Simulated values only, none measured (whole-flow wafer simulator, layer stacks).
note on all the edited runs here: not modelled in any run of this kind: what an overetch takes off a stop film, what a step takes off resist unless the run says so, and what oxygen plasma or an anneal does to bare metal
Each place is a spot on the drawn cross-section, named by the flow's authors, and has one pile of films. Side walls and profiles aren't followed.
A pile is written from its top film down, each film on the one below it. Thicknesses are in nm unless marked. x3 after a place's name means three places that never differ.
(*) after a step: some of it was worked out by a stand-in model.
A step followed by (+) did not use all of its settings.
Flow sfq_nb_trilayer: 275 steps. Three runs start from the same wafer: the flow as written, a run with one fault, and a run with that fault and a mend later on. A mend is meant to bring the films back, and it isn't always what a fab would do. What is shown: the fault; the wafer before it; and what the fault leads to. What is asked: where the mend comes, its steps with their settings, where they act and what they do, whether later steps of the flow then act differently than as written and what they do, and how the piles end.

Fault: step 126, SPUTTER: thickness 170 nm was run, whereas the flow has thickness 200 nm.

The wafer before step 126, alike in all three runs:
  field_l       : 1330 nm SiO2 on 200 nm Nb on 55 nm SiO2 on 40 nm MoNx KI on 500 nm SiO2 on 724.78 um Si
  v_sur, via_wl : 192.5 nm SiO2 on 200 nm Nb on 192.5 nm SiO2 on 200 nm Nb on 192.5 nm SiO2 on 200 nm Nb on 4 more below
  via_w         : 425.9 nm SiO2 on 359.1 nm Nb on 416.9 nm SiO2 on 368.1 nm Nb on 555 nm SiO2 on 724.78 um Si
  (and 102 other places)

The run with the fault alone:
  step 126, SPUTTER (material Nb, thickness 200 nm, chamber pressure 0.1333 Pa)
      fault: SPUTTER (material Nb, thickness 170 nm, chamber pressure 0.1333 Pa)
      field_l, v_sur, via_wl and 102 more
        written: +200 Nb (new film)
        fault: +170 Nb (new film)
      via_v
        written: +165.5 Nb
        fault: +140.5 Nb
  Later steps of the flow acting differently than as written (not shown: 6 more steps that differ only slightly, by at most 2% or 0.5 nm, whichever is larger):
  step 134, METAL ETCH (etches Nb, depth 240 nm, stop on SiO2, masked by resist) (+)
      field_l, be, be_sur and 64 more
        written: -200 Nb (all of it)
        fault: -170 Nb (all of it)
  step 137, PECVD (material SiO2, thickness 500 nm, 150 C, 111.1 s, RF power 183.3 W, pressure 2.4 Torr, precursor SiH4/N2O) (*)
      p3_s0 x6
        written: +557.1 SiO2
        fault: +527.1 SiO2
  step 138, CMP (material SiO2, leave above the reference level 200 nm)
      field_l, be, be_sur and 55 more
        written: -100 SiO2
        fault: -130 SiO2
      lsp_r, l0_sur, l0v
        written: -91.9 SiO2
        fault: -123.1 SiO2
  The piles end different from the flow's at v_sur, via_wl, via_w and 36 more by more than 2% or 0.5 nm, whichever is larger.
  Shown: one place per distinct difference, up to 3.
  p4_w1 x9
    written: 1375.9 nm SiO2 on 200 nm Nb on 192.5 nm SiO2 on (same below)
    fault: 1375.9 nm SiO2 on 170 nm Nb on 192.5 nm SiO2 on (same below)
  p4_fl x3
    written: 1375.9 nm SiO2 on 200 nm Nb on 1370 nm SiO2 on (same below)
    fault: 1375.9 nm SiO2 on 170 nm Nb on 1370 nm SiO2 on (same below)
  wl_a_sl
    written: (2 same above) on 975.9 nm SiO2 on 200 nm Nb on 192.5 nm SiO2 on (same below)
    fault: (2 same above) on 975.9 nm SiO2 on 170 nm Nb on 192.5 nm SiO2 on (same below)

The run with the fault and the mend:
  After step 126 comes the mend.
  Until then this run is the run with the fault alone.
  step 126a, SPUTTER (material Nb, thickness 30 nm, chamber pressure 0.1333 Pa) (a further turn of the flow's step 126, with different settings)
      field_l, v_sur, via_wl and 102 more
        +30 Nb
      via_v
        +22.9 Nb
  Every later step of the flow that is run acts as written, at every place that is followed, to within 2% or 0.5 nm, whichever is larger.
  When the end is reached, the piles differ only a little from the flow's at the places that both follow, at most by 2% or 0.5 nm, whichever is larger.
